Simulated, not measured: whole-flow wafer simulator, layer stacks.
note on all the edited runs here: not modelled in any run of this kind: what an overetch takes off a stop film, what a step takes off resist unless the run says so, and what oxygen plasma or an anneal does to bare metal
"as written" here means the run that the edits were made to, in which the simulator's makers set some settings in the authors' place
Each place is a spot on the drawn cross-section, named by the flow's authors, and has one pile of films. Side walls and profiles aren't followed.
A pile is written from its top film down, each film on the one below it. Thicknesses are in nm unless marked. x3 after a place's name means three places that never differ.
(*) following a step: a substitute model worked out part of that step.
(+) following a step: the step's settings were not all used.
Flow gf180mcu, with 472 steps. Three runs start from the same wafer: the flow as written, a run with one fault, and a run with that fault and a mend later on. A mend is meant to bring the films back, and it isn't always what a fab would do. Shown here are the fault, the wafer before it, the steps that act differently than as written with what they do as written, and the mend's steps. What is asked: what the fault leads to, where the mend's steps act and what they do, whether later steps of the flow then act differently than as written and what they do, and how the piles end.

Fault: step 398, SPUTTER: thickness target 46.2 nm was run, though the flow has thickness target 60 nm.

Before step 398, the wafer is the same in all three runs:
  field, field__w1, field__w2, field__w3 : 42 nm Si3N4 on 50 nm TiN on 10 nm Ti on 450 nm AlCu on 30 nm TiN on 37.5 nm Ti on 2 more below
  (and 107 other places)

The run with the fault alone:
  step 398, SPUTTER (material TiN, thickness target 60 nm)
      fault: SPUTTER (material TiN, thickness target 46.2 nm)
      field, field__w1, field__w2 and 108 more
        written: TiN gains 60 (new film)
        fault: TiN gains 46.2 (new film)
  Later steps of the flow acting differently than as written (8 other steps are not shown; they differ only slightly, by no more than 2% or 0.5 nm, whichever is larger):
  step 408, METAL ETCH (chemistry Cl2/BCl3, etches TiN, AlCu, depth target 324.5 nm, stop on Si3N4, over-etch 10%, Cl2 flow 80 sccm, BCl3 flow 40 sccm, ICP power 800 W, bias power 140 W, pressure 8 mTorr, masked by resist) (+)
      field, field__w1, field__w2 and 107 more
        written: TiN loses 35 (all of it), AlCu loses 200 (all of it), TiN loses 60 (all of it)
        fault: TiN loses 35 (all of it), AlCu loses 200 (all of it), TiN loses 46.2 (all of it)
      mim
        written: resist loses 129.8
        fault: resist loses 123.7
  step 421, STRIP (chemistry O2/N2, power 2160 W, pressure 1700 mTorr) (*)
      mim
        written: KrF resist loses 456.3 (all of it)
        fault: KrF resist loses 466.6 (all of it)
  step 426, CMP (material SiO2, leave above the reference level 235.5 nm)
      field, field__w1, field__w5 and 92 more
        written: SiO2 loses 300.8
        fault: SiO2 loses 314.6
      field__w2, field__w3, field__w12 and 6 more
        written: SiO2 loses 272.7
        fault: SiO2 loses 286.5
  The piles end different from the flow's at mim by more than 2% or 0.5 nm, whichever is larger.
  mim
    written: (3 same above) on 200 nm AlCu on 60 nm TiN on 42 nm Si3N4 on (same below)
    fault: (3 same above) on 200 nm AlCu on 46.2 nm TiN on 42 nm Si3N4 on (same below)

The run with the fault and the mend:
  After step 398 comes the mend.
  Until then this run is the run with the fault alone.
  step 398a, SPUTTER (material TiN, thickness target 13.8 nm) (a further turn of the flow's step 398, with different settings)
      field, field__w1, field__w2 and 108 more
        TiN gains 13.8
  None of the later steps of the flow acts differently than as written at any place that is followed.
  The piles end the same as the flow's at every place that both follow.
